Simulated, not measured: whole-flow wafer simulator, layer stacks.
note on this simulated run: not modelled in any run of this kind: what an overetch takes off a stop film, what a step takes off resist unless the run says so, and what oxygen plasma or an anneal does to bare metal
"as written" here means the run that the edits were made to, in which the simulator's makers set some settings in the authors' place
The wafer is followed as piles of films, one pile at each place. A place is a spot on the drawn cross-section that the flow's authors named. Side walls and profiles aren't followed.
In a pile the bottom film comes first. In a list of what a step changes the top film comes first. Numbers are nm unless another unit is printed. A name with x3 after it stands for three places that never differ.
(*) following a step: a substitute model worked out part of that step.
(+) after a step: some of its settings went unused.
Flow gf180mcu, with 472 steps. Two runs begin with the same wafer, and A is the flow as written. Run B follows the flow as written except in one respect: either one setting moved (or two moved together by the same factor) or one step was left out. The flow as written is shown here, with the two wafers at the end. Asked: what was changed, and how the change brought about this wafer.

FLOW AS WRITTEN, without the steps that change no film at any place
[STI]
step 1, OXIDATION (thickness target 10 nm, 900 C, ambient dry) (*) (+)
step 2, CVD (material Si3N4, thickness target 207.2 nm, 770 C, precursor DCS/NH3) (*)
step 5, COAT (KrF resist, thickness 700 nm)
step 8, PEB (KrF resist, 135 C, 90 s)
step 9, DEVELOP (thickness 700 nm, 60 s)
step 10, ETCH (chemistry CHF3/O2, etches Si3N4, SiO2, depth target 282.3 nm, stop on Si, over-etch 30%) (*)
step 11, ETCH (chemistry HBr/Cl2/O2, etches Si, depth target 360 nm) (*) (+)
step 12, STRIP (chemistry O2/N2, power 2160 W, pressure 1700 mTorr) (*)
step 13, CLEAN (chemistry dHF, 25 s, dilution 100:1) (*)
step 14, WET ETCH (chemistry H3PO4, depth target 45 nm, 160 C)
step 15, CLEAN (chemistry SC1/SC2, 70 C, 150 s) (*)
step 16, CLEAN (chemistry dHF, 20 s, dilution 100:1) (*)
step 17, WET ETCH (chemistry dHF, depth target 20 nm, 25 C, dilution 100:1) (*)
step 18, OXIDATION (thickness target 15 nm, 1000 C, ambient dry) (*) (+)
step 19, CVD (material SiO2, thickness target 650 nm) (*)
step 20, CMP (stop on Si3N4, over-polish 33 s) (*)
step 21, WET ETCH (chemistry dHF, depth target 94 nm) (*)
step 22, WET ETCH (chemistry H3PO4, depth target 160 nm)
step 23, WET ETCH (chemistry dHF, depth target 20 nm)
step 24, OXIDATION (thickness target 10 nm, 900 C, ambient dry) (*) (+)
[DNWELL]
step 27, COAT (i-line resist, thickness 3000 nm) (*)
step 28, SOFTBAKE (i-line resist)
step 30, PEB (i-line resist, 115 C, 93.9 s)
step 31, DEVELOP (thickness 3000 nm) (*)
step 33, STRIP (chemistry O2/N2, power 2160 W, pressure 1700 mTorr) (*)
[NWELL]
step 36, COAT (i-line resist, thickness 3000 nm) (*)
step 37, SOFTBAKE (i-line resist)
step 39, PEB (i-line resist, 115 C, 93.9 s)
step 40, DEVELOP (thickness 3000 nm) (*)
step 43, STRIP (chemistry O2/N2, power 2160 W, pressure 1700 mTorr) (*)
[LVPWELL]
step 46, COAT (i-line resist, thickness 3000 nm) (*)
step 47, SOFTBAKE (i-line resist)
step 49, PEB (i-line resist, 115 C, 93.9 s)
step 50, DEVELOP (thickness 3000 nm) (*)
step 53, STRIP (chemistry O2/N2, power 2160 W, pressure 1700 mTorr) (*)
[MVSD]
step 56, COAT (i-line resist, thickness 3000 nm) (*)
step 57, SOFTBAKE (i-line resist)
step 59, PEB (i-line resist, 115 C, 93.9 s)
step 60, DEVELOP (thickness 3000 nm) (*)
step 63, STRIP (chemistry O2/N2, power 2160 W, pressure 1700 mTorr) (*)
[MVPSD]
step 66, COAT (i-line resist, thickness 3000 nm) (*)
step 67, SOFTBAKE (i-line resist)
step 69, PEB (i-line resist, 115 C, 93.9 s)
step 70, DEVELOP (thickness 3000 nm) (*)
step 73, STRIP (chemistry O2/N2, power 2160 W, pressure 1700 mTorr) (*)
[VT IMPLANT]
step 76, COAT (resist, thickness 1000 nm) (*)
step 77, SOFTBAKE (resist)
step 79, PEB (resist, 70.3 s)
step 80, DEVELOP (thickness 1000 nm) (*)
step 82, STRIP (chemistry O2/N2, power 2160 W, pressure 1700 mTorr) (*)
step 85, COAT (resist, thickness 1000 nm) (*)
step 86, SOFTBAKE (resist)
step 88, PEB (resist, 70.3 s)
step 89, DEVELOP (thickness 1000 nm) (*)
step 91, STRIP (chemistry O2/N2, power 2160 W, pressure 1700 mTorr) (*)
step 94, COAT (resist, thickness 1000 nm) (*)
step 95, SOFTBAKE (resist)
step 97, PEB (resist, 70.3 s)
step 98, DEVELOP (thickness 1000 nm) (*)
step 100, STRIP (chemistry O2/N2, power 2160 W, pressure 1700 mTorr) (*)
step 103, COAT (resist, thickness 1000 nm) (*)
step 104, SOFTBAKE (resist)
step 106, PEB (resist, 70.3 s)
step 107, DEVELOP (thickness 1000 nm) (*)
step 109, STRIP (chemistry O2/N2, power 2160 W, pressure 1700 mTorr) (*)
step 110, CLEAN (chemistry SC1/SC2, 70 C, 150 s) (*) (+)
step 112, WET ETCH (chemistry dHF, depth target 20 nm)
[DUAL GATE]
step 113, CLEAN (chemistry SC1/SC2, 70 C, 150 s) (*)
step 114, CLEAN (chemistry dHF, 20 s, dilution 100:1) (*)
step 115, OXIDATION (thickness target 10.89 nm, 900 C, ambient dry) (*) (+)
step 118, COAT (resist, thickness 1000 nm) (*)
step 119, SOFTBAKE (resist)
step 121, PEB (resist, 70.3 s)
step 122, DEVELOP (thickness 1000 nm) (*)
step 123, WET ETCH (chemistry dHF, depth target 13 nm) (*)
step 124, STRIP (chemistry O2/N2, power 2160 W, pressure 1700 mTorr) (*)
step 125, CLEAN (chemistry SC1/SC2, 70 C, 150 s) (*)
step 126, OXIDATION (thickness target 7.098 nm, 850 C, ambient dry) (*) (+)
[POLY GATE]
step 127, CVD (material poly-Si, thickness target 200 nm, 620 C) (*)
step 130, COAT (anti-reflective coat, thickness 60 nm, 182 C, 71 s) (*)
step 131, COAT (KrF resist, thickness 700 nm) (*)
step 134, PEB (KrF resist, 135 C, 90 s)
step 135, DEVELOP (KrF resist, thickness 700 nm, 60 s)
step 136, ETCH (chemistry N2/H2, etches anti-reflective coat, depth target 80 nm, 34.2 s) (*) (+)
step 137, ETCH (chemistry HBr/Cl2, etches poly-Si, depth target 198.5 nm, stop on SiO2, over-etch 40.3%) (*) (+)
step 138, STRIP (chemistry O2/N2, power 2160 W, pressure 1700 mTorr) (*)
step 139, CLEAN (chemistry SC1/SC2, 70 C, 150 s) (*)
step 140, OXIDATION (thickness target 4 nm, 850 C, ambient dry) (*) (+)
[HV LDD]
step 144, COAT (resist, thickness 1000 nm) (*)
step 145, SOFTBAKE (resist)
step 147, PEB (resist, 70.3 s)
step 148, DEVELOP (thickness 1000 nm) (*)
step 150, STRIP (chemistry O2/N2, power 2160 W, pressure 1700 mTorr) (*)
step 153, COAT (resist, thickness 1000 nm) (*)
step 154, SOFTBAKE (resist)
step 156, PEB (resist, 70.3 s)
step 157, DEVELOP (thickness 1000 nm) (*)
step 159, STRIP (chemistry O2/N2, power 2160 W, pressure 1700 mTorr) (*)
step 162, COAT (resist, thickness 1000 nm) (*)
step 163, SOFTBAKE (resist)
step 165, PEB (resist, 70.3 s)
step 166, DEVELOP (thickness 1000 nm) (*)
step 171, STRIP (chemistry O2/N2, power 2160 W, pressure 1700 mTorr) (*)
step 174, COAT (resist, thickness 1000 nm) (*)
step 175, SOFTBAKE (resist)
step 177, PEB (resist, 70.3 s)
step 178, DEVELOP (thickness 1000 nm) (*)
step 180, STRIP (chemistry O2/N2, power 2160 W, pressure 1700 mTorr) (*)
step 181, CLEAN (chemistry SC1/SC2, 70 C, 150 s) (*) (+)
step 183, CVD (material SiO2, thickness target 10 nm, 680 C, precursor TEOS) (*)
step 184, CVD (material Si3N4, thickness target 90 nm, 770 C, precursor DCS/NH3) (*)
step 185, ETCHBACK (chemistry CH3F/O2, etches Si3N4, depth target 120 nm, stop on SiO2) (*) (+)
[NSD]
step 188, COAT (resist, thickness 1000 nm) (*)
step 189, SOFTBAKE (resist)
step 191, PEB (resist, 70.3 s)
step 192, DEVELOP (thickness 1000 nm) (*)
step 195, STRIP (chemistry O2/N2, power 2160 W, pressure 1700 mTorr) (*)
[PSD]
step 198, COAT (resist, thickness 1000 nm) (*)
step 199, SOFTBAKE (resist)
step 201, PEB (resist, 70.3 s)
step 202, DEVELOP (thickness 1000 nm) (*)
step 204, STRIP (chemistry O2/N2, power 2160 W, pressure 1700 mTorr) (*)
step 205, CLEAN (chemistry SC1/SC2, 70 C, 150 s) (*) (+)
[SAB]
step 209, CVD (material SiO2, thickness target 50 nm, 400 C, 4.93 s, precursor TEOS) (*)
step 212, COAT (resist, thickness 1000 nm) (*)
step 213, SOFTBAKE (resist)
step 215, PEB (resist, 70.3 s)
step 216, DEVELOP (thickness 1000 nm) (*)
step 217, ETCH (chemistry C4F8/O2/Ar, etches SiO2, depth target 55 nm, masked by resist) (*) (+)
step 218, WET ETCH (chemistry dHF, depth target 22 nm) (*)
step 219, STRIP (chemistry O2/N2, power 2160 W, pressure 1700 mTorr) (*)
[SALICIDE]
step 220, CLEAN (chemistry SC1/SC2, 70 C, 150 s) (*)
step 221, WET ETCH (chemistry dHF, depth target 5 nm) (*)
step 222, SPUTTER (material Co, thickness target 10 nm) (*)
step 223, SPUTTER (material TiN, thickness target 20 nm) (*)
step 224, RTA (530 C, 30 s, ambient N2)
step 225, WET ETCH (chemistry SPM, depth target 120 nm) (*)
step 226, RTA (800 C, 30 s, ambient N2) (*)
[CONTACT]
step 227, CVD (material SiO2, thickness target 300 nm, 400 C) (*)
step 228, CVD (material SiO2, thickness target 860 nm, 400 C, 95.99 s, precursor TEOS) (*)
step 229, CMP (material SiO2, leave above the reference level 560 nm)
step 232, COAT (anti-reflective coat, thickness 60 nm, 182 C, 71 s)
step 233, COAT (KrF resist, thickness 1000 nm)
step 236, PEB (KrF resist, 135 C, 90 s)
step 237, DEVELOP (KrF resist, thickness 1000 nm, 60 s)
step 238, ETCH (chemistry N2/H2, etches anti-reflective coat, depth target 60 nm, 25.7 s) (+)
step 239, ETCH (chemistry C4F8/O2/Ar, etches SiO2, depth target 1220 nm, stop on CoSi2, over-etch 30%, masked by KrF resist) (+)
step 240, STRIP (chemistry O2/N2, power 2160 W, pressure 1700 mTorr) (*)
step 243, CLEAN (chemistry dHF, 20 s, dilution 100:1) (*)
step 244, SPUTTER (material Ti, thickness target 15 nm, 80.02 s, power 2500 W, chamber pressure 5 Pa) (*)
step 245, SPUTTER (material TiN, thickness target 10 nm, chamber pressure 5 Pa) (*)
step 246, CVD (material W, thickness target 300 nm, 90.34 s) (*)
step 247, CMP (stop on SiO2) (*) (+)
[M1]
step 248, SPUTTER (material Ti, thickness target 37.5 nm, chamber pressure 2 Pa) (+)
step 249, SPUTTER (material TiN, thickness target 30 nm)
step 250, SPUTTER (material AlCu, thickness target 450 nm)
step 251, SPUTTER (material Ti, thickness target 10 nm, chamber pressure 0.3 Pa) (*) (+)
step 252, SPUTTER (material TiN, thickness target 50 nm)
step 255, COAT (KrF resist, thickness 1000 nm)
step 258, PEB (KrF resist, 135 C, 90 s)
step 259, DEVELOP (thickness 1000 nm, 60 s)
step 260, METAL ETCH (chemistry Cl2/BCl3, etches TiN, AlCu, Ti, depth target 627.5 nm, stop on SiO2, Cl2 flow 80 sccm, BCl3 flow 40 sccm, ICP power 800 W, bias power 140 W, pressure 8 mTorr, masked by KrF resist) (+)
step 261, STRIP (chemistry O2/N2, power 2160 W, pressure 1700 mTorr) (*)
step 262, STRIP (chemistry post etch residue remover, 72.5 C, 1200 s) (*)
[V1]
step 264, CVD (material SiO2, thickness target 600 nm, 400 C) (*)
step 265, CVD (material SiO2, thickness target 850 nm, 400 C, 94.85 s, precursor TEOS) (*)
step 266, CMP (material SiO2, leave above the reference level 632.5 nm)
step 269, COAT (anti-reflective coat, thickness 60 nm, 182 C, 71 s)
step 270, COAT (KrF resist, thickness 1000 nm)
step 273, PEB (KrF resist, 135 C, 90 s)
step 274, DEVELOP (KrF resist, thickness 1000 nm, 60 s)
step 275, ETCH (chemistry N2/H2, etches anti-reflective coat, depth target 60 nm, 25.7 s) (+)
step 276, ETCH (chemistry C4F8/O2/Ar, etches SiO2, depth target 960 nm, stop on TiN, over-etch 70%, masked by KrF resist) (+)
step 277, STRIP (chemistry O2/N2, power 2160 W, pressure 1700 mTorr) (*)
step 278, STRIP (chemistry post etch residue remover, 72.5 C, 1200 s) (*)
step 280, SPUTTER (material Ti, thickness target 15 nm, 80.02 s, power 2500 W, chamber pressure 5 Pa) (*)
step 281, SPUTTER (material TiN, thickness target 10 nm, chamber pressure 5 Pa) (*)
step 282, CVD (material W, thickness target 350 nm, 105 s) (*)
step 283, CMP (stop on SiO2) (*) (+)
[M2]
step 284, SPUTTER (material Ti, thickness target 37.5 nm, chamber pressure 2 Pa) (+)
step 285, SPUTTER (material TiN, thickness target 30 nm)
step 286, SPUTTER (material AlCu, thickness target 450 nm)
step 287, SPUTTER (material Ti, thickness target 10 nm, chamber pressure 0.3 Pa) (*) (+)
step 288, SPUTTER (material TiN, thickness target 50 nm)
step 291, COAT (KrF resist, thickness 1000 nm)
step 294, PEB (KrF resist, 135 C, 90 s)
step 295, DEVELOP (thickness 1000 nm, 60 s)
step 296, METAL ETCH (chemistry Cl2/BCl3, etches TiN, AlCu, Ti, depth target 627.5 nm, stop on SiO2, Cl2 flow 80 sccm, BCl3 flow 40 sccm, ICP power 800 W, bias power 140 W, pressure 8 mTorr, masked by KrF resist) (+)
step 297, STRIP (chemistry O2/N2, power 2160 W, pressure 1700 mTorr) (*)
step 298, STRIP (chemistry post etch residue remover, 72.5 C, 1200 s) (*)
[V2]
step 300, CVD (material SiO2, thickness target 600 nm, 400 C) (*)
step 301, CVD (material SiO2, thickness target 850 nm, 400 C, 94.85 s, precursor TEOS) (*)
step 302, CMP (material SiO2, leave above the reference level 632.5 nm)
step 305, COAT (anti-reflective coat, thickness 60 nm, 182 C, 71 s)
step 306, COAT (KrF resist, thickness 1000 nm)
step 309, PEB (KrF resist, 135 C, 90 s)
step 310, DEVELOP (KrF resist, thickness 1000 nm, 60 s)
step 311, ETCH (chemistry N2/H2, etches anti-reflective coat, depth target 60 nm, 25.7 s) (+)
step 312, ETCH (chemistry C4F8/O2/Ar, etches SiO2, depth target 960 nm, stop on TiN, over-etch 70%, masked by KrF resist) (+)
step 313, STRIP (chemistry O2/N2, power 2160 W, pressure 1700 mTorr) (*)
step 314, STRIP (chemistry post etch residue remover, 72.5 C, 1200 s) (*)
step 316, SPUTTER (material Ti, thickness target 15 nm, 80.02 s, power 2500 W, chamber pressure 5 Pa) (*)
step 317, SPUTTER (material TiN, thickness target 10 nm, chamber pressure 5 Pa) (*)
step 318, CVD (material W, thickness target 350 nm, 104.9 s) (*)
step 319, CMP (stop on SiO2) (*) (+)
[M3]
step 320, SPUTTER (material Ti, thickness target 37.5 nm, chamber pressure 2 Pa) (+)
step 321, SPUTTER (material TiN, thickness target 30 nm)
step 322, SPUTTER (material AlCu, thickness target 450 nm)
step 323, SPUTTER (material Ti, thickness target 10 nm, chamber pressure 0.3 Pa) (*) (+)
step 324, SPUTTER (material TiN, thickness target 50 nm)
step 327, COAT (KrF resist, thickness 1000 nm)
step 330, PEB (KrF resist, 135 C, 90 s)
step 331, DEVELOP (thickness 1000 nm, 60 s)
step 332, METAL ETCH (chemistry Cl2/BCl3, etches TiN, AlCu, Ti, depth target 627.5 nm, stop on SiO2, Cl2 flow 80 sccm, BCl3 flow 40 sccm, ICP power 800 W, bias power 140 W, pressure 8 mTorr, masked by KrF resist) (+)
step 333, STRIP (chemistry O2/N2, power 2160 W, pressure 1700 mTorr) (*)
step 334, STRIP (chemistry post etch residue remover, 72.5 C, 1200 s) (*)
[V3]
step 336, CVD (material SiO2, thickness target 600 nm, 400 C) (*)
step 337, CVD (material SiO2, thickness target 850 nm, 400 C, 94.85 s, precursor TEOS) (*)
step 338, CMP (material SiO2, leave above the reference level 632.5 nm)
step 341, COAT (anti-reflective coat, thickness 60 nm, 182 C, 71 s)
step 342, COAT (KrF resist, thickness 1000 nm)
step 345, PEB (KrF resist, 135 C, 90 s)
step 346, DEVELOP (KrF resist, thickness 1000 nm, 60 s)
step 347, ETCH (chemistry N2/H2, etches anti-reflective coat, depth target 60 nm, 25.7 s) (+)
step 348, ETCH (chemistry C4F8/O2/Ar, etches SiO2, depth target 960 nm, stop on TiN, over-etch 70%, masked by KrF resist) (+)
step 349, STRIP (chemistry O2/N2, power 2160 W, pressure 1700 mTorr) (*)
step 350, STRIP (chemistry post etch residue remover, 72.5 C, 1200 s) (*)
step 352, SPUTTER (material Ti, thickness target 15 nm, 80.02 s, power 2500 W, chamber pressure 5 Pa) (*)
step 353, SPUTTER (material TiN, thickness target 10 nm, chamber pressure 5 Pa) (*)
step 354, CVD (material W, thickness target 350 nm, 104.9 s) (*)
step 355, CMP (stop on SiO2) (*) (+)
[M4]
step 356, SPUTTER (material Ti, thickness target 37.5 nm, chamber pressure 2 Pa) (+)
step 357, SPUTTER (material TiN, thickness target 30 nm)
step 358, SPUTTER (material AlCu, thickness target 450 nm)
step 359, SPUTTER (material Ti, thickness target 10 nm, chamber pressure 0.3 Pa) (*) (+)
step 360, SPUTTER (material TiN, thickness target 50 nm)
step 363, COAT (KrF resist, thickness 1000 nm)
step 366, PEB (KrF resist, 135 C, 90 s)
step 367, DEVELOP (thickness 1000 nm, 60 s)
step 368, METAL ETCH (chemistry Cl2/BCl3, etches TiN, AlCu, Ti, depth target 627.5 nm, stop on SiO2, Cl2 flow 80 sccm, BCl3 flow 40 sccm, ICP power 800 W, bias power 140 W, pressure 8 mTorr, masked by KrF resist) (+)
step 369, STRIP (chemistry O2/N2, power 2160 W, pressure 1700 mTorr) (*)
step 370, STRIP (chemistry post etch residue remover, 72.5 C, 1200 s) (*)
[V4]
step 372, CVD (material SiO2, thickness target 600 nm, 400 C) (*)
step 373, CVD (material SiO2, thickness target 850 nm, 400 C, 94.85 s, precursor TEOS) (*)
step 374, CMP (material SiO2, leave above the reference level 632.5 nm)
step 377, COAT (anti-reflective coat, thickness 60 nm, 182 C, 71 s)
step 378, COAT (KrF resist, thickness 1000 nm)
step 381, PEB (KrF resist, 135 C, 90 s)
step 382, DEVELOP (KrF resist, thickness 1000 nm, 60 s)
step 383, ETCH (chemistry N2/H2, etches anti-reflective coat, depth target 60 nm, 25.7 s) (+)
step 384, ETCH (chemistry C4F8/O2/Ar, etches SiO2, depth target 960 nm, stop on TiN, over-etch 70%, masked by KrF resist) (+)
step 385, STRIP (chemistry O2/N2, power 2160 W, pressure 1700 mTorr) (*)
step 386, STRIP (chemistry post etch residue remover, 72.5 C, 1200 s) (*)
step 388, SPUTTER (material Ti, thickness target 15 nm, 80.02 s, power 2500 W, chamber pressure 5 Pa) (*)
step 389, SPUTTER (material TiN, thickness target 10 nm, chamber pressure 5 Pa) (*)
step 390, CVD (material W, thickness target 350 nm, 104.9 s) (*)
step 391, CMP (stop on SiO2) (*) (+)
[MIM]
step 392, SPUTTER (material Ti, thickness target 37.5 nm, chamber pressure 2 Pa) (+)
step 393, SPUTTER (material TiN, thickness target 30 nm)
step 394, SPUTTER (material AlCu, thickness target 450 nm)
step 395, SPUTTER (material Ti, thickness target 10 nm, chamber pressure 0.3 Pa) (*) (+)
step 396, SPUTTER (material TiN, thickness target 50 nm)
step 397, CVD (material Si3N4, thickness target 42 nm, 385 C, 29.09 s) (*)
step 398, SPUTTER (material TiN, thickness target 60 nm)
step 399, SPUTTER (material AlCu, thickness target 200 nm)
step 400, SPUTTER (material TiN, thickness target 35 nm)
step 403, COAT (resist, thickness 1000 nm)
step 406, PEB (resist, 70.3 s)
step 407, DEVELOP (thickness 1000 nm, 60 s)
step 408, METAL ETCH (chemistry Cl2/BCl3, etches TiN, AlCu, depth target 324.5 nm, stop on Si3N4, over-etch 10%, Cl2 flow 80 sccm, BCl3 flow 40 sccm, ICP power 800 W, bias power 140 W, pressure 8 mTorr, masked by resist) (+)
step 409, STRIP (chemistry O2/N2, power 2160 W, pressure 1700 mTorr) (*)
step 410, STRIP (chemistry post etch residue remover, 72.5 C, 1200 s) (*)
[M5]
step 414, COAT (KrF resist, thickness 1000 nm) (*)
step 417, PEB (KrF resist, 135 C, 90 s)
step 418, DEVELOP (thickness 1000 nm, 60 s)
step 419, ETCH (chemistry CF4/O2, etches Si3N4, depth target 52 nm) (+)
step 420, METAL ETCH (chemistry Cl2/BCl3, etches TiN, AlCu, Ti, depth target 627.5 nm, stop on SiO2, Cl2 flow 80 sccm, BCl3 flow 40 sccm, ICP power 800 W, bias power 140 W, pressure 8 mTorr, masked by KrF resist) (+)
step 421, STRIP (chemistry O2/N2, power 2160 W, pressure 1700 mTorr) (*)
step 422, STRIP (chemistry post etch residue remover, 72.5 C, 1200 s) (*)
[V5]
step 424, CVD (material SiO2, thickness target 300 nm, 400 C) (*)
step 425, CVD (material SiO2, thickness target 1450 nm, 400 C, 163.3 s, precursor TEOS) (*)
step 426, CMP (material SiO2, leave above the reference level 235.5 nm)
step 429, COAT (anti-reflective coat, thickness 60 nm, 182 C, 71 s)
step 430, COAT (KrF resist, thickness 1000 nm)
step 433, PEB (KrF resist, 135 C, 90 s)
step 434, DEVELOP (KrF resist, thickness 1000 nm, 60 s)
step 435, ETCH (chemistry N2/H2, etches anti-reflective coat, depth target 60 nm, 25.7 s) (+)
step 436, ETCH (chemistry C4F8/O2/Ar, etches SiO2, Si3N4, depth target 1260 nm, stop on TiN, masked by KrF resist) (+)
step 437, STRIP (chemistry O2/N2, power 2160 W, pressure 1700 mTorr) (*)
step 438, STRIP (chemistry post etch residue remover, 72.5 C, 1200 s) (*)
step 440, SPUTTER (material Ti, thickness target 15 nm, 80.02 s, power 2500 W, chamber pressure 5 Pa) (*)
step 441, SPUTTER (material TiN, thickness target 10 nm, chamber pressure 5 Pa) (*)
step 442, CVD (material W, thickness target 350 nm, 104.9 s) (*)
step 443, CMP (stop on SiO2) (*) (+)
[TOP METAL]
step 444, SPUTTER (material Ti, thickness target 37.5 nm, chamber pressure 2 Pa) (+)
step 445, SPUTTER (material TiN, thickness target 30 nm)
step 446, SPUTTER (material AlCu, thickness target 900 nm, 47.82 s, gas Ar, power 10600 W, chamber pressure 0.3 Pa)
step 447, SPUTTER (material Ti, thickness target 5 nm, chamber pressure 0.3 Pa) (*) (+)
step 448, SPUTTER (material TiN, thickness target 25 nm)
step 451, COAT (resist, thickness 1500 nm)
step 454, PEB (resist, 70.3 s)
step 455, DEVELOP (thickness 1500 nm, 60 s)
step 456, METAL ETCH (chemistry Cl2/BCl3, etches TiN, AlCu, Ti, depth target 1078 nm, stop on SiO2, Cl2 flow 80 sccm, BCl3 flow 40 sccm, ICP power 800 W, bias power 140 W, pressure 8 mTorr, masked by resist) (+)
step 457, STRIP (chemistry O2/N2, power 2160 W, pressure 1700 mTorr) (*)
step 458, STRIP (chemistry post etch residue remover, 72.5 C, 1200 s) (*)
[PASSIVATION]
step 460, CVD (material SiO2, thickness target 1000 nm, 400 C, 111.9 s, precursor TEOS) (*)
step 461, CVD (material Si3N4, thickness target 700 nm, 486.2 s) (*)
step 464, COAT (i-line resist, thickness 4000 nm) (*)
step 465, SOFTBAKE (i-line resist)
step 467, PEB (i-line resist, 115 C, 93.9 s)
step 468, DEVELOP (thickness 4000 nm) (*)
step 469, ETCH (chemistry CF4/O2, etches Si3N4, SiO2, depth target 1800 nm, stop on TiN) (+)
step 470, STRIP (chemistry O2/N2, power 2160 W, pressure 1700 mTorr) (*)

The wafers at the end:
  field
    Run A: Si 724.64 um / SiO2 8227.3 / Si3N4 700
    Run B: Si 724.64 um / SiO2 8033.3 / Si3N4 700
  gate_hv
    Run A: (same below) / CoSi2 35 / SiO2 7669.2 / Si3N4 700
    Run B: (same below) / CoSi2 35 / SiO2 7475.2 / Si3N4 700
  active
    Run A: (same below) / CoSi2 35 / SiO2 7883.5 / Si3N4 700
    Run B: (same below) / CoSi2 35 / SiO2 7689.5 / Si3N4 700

Cause: step 286, SPUTTER: thickness target 256 nm was run, whereas the flow has thickness target 450 nm.

Step by step, how the change led to this:
  step 286, SPUTTER (material AlCu, thickness target 450 nm)
      field, field__w1, field__w2 and 108 more: A AlCu gains 450 (new film) | B AlCu gains 256 (new film)
  step 296, METAL ETCH (chemistry Cl2/BCl3, etches TiN, AlCu, Ti, depth target 627.5 nm, stop on SiO2, Cl2 flow 80 sccm, BCl3 flow 40 sccm, ICP power 800 W, bias power 140 W, pressure 8 mTorr, masked by KrF resist) (+)
      field, field__w1, field__w2 and 103 more: A TiN loses 50 (all of it), Ti loses 10 (all of it), AlCu loses 450 (all of it), TiN loses 30 (all of it), Ti loses 37.5 (all of it) | B TiN loses 50 (all of it), Ti loses 10 (all of it), AlCu loses 256 (all of it), TiN loses 30 (all of it), Ti loses 37.5 (all of it)
      field__w8, contact, m1, m1__w1, m1_nw: A KrF resist loses 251 | B KrF resist loses 230.1
  step 297, STRIP (chemistry O2/N2, power 2160 W, pressure 1700 mTorr) (*)
      field__w8, contact, m1, m1__w1, m1_nw: A KrF resist loses 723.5 (all of it) | B KrF resist loses 744.4 (all of it)
  step 302, CMP (material SiO2, leave above the reference level 632.5 nm)
      field, field__w1, field__w2 and 103 more: A SiO2 loses 300 | B SiO2 loses 494
